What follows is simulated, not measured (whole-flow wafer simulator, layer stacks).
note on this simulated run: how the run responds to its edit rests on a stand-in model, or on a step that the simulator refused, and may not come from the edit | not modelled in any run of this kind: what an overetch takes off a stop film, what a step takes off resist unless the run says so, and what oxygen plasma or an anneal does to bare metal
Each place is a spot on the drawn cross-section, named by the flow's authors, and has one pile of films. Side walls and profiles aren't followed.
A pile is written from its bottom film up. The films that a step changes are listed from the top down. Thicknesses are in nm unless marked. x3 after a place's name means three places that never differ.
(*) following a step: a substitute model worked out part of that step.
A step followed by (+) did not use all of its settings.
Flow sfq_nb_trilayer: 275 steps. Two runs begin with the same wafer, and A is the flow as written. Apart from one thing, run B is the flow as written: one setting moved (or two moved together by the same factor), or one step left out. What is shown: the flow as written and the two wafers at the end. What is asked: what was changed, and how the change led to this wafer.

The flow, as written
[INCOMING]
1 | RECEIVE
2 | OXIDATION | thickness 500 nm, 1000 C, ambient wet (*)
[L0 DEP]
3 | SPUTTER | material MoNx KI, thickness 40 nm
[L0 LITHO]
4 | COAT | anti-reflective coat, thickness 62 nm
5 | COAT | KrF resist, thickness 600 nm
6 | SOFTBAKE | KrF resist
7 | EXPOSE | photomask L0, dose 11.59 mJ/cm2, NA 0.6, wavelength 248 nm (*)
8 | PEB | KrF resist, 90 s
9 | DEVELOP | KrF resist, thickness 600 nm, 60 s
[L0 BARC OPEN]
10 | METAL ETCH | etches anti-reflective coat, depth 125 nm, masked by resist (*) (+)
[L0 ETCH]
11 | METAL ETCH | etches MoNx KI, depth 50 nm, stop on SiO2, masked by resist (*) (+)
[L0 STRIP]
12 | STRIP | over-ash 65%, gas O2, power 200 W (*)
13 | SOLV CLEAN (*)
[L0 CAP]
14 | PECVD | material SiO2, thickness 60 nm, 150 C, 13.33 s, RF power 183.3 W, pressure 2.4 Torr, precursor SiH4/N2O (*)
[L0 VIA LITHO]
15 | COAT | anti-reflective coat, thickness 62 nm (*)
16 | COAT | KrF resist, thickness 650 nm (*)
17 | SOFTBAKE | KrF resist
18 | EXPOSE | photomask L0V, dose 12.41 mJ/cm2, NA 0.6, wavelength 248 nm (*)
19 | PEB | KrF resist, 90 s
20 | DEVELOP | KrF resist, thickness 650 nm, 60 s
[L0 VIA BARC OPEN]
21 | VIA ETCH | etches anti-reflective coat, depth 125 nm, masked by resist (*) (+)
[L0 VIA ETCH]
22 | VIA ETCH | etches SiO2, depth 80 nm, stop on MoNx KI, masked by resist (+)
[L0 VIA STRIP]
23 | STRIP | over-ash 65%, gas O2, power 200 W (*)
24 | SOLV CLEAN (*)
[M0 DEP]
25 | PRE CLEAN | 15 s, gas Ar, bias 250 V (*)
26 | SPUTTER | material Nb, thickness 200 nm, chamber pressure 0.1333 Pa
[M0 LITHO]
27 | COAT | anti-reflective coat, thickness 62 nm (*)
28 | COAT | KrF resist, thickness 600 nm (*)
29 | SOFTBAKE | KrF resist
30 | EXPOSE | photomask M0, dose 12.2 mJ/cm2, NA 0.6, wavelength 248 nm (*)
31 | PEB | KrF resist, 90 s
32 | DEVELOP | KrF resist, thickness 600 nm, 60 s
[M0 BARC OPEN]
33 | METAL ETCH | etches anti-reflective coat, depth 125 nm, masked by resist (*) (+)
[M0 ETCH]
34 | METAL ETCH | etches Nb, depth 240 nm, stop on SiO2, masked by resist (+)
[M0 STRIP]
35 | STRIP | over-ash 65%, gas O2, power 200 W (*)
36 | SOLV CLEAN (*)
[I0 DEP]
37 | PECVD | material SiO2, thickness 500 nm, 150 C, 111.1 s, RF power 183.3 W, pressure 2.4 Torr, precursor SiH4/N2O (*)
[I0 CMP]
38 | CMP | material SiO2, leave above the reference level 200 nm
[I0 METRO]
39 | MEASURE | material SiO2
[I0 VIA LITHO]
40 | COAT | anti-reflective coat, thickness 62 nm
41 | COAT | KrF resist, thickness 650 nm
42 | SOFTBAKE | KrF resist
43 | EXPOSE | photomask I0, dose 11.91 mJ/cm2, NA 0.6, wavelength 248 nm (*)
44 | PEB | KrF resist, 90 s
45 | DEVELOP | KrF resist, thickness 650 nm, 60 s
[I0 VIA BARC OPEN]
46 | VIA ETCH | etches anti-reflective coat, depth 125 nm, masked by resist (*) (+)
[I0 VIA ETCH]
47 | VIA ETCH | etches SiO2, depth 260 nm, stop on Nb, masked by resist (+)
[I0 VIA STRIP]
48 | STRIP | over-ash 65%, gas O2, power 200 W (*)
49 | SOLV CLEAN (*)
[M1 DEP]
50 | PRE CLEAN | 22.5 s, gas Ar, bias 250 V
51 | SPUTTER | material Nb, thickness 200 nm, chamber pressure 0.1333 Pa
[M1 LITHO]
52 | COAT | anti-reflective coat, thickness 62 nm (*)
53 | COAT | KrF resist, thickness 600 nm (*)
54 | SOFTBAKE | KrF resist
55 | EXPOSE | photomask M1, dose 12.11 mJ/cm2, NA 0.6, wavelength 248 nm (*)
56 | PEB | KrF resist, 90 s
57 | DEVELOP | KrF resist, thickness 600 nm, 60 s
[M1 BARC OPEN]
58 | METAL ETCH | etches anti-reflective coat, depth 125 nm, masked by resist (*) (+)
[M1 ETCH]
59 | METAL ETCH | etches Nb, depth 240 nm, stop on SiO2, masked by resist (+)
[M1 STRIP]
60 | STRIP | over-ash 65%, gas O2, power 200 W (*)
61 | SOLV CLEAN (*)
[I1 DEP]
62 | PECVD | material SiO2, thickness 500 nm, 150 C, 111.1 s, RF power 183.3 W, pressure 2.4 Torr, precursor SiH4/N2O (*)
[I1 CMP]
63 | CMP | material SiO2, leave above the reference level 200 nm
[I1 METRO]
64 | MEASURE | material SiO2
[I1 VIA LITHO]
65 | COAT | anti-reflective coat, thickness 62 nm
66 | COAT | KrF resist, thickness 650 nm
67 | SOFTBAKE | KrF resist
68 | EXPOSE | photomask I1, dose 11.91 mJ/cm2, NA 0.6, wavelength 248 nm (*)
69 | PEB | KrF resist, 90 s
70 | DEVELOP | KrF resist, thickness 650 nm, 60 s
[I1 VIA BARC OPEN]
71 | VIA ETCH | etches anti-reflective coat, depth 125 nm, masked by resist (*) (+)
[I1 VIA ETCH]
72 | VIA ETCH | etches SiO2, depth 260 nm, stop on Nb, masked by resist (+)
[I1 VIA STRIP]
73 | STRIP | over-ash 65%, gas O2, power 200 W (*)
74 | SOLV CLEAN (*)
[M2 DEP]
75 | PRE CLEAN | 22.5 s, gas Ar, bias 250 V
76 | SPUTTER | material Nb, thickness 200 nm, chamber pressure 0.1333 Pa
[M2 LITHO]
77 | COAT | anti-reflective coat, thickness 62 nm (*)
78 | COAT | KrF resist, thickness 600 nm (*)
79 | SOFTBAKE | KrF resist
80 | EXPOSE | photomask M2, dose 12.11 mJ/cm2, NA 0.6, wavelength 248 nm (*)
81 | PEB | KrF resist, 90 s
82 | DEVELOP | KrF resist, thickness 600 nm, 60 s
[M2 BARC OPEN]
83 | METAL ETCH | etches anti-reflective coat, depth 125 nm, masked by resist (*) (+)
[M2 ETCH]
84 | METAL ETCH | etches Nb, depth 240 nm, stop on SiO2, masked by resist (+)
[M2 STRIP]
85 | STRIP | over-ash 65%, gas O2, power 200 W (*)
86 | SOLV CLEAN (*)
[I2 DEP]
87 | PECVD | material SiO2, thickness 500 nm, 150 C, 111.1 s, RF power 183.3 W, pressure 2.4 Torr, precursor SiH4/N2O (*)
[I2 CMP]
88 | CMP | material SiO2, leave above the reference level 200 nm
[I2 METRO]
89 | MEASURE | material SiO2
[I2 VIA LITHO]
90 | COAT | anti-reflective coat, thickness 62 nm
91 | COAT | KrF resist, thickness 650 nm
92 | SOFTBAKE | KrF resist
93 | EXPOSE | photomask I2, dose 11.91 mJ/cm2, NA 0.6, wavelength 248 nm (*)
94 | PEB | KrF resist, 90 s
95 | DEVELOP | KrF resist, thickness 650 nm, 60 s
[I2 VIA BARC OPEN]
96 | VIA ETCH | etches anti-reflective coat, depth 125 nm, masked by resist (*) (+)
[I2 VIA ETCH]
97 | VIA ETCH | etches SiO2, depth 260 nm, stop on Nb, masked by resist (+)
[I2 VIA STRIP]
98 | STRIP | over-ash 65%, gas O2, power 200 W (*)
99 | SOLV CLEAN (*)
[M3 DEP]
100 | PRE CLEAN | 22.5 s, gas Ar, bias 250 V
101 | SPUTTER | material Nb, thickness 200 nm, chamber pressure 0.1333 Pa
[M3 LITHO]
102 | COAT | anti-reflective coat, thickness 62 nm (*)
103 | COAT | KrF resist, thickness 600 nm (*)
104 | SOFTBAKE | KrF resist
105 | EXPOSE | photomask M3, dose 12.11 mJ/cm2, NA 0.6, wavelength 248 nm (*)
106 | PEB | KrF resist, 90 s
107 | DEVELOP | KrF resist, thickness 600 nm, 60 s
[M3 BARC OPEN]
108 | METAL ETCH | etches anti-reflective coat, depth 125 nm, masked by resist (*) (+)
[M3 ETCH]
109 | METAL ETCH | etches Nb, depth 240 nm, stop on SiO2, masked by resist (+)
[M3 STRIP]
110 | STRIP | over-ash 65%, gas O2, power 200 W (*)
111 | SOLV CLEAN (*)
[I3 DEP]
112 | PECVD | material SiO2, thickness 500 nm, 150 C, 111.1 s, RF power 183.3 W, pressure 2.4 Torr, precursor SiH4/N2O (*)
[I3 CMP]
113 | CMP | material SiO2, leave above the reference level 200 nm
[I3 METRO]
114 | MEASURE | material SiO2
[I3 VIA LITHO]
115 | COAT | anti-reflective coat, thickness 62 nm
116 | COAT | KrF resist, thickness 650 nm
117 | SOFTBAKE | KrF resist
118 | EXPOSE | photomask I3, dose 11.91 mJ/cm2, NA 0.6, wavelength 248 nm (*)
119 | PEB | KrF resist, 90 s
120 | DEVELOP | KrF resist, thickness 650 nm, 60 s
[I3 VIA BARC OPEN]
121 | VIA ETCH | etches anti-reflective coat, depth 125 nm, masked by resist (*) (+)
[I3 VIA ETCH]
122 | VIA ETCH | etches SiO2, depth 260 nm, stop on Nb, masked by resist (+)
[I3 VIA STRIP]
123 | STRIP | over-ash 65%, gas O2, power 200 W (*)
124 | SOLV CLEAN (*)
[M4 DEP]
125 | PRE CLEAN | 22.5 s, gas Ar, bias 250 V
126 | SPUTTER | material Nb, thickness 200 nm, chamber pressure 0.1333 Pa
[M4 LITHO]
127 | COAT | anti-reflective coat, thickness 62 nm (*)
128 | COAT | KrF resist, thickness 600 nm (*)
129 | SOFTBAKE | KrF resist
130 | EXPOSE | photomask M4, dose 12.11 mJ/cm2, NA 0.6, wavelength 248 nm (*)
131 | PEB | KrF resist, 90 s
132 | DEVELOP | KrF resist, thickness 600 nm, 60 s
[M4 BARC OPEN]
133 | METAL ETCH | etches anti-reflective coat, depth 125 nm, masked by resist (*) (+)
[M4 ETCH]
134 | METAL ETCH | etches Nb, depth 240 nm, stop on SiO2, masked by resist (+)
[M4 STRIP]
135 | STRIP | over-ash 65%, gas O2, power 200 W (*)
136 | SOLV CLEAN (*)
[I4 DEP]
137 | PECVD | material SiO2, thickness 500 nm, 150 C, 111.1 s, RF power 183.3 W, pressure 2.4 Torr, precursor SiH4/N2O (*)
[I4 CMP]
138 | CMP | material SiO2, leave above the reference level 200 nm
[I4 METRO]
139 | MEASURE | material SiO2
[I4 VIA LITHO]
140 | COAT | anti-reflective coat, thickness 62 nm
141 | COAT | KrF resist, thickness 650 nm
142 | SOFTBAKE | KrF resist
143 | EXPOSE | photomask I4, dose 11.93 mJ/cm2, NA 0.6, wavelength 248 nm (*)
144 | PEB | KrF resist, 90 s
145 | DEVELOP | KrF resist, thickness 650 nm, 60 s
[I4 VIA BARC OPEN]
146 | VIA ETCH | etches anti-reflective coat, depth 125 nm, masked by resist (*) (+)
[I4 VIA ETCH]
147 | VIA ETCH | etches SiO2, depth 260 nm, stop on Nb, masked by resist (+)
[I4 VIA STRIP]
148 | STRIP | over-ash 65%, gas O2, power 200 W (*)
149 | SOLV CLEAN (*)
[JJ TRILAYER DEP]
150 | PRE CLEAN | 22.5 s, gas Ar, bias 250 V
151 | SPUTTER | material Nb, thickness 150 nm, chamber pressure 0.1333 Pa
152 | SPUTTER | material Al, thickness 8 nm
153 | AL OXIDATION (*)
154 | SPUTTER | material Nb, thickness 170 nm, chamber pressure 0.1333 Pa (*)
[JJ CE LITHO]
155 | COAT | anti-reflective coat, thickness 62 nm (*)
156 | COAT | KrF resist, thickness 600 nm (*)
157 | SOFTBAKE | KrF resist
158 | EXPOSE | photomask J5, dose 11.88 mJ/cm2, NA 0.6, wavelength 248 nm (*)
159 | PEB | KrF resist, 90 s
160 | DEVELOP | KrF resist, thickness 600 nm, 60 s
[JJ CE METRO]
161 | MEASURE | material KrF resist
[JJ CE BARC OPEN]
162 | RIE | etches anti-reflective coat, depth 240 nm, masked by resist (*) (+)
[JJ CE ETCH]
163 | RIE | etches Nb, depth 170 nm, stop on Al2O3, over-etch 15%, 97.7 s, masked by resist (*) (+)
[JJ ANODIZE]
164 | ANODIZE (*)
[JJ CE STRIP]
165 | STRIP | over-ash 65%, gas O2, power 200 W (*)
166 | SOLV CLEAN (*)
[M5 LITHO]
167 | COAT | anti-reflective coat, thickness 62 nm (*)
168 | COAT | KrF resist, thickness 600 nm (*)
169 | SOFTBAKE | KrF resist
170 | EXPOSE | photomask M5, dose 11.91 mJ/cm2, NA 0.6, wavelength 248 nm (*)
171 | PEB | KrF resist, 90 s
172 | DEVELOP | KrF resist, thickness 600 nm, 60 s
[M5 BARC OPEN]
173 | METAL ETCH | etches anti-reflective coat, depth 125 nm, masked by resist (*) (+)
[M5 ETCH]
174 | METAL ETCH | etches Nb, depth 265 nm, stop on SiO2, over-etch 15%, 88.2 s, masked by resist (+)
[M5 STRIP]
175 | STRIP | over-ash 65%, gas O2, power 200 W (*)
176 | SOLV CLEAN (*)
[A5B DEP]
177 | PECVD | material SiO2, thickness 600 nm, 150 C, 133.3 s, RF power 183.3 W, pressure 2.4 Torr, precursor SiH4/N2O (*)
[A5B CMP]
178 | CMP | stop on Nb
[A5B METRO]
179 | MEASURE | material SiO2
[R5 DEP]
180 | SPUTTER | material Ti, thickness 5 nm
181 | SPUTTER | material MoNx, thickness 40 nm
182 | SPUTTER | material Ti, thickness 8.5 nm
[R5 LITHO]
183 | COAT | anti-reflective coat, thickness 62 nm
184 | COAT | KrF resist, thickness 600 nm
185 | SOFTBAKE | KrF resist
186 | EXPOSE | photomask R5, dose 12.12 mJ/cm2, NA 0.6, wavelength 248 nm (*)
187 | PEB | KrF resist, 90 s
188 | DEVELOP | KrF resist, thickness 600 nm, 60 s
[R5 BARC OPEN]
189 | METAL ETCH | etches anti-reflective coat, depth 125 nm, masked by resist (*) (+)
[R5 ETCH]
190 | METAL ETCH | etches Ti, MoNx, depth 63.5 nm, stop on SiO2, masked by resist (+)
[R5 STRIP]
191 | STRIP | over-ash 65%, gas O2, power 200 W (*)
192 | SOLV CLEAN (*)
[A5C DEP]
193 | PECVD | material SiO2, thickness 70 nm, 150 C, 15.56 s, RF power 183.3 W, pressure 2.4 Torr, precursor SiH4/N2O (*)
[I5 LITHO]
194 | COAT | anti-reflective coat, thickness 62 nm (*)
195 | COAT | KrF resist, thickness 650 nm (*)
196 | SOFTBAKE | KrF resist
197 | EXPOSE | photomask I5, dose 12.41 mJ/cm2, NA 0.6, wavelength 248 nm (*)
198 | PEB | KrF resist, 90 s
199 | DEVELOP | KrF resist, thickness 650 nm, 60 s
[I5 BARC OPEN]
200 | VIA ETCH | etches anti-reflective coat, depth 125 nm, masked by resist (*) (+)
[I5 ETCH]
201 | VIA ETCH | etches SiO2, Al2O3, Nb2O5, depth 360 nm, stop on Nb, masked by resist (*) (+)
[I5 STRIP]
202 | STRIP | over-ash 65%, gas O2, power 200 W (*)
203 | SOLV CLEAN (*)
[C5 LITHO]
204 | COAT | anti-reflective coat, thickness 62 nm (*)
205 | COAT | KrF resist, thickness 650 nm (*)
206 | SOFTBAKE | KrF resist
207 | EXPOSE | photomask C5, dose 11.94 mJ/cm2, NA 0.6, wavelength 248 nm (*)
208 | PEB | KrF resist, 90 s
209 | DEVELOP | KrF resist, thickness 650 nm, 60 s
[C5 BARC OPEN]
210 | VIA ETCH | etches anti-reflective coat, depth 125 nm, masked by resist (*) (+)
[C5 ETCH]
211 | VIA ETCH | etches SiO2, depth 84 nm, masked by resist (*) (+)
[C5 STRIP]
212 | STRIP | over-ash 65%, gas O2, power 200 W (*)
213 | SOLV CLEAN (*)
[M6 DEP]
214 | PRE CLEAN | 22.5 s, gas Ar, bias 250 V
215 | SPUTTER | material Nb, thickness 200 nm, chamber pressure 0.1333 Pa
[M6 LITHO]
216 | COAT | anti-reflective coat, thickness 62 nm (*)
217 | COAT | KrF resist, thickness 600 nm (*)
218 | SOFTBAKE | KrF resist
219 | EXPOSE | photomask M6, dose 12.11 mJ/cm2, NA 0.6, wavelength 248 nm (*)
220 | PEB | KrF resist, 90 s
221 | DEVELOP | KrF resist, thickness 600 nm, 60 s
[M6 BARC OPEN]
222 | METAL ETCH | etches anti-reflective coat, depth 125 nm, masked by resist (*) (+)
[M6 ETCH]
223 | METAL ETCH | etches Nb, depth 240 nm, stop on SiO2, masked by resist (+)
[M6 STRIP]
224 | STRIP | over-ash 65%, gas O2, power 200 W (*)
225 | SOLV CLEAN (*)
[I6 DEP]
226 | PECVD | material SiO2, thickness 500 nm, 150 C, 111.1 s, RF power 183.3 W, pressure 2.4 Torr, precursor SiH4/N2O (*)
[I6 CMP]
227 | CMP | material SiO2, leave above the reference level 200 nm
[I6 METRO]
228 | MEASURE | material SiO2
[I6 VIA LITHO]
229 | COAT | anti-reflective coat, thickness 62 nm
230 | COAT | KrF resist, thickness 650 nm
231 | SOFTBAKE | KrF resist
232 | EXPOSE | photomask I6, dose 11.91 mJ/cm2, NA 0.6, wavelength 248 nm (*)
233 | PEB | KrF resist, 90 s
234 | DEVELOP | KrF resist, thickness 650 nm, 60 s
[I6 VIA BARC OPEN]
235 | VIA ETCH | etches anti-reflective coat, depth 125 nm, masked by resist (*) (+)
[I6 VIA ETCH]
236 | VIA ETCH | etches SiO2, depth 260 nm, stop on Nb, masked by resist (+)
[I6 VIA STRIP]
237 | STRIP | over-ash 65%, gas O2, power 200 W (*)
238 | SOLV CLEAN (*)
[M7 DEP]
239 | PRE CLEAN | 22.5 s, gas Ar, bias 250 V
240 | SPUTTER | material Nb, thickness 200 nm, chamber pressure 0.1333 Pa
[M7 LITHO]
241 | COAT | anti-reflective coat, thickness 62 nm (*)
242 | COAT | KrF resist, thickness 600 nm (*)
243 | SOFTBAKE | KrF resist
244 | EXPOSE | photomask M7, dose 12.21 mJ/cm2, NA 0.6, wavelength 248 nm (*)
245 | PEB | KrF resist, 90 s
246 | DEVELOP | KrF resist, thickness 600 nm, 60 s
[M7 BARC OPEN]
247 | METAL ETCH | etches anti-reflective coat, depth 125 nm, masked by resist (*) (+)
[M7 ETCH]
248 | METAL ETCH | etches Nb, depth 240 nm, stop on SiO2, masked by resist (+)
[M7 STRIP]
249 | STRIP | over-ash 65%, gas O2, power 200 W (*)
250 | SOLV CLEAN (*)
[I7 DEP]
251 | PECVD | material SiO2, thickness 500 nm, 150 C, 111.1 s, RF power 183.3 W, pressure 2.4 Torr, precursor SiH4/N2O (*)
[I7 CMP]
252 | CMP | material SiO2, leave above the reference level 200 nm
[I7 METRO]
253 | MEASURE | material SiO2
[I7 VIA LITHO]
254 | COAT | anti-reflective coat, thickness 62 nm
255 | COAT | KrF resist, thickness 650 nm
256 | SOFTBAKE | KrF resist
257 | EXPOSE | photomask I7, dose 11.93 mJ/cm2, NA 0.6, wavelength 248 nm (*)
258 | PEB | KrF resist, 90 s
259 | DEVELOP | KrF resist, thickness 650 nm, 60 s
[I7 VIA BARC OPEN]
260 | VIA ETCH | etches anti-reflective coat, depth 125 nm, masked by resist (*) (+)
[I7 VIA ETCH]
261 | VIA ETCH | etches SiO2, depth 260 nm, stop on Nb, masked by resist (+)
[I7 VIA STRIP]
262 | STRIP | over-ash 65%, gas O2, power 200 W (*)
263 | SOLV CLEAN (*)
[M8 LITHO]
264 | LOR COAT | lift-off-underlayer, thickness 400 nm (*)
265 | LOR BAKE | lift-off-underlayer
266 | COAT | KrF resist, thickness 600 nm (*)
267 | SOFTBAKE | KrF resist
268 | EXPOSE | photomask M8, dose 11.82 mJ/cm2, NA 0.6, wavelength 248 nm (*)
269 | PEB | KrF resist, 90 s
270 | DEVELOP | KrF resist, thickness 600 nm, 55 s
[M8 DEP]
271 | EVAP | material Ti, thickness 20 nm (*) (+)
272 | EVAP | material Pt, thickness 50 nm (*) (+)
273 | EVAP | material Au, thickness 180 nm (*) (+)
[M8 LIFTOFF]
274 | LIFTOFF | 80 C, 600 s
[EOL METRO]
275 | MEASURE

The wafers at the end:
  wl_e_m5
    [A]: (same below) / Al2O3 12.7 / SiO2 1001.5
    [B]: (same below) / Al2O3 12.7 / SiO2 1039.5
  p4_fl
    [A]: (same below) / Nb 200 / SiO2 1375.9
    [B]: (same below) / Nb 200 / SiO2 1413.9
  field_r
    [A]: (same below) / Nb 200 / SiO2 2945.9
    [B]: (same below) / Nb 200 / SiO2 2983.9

What caused this: step 215, SPUTTER: thickness 238 nm was run, while the flow as written has thickness 200 nm.

Step by step, how the change led to this:
  215 | SPUTTER | material Nb, thickness 200 nm, chamber pressure 0.1333 Pa
      field_l, v_sur, via_wl and 100 more: A Nb gains 200 (new film) | B Nb gains 238 (new film)
      be: A Nb gains 147.3 | B Nb gains 174.9
      (also at 2 further places)
  216 | COAT | anti-reflective coat, thickness 62 nm (*)
      be: A anti-reflective coat gains 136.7 (new film) | B anti-reflective coat gains 139.7 (new film)
  223 | METAL ETCH | etches Nb, depth 240 nm, stop on SiO2, masked by resist (+)
      field_l, gap, moat and 76 more: A Nb loses 200 (all of it) | B Nb loses 238 (all of it)
  224 | STRIP | over-ash 65%, gas O2, power 200 W (*)
      be: A KrF resist loses 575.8 (all of it), anti-reflective coat loses 136.7 (all of it) | B KrF resist loses 582.1 (all of it), anti-reflective coat loses 139.7 (all of it)
  226 | PECVD | material SiO2, thickness 500 nm, 150 C, 111.1 s, RF power 183.3 W, pressure 2.4 Torr, precursor SiH4/N2O (*)
      gap, wl_a_sl, m6r_space_l x2: A SiO2 gains 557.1 | B SiO2 gains 595.1
  227 | CMP | material SiO2, leave above the reference level 200 nm
      field_l, p4_fl, p4_fm and 59 more: A SiO2 loses 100 | B SiO2 loses 62
      moat, field_r, lsp_l, ln_m5, lsp_m: A SiO2 loses 93.6 | B SiO2 loses 54.4
      (also at 8 further places)
